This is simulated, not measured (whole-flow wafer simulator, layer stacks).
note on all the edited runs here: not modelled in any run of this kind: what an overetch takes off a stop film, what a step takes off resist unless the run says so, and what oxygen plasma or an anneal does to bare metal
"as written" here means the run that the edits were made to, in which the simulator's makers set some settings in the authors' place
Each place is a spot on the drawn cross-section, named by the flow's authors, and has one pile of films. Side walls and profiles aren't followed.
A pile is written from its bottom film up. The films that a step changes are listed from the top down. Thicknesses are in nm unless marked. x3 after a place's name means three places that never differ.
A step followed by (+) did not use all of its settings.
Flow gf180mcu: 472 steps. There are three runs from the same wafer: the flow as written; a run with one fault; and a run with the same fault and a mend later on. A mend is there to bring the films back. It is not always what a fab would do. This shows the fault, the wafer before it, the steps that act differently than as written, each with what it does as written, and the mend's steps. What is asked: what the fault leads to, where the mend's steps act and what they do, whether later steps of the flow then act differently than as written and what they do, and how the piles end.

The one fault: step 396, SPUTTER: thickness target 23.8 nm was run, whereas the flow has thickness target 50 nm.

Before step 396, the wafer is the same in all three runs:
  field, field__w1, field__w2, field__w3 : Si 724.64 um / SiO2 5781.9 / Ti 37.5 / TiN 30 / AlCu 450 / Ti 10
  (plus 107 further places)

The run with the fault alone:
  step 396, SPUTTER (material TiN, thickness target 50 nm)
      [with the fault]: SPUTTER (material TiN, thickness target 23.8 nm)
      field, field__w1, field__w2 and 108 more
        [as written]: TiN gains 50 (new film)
        [with the fault]: TiN gains 23.8 (new film)
  Steps further on in the flow that do not act as written (not shown: 1 more step that differs only slightly, by at most 2% or 0.5 nm, whichever is larger):
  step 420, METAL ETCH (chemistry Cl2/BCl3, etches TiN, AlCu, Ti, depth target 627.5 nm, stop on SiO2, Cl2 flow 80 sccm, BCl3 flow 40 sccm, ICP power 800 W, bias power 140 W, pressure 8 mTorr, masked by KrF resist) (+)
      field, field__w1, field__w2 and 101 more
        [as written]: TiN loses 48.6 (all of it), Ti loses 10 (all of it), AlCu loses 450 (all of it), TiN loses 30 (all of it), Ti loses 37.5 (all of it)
        [with the fault]: TiN loses 22.4 (all of it), Ti loses 10 (all of it), AlCu loses 450 (all of it), TiN loses 30 (all of it), Ti loses 37.5 (all of it)
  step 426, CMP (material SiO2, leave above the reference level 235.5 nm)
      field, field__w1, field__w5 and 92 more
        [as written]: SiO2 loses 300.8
        [with the fault]: SiO2 loses 327
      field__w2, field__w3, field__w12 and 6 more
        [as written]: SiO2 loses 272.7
        [with the fault]: SiO2 loses 300.1
  By the end, the piles at field__w4, field__w8, contact, m1, m1__w1, mim, mim_1p0, m1_nw depart from the flow's by more than 2% or 0.5 nm, whichever is larger.
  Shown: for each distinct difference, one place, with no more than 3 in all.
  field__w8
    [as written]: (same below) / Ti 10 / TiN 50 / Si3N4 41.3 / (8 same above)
    [with the fault]: (same below) / Ti 10 / TiN 23.8 / Si3N4 41.3 / (8 same above)
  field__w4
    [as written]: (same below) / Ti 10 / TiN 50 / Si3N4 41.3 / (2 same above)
    [with the fault]: (same below) / Ti 10 / TiN 23.8 / Si3N4 41.3 / (2 same above)
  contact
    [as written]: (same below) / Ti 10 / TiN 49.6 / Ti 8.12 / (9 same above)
    [with the fault]: (same below) / Ti 10 / TiN 23.4 / Ti 8.12 / (9 same above)

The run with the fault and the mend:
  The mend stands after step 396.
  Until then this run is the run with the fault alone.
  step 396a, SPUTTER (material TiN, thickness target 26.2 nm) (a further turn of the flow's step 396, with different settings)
      field, field__w1, field__w2 and 108 more
        TiN gains 26.2
  Later steps of the flow that are run all act as written at every place that is followed.
  By the end, the piles equal the flow's at every place that both follow.
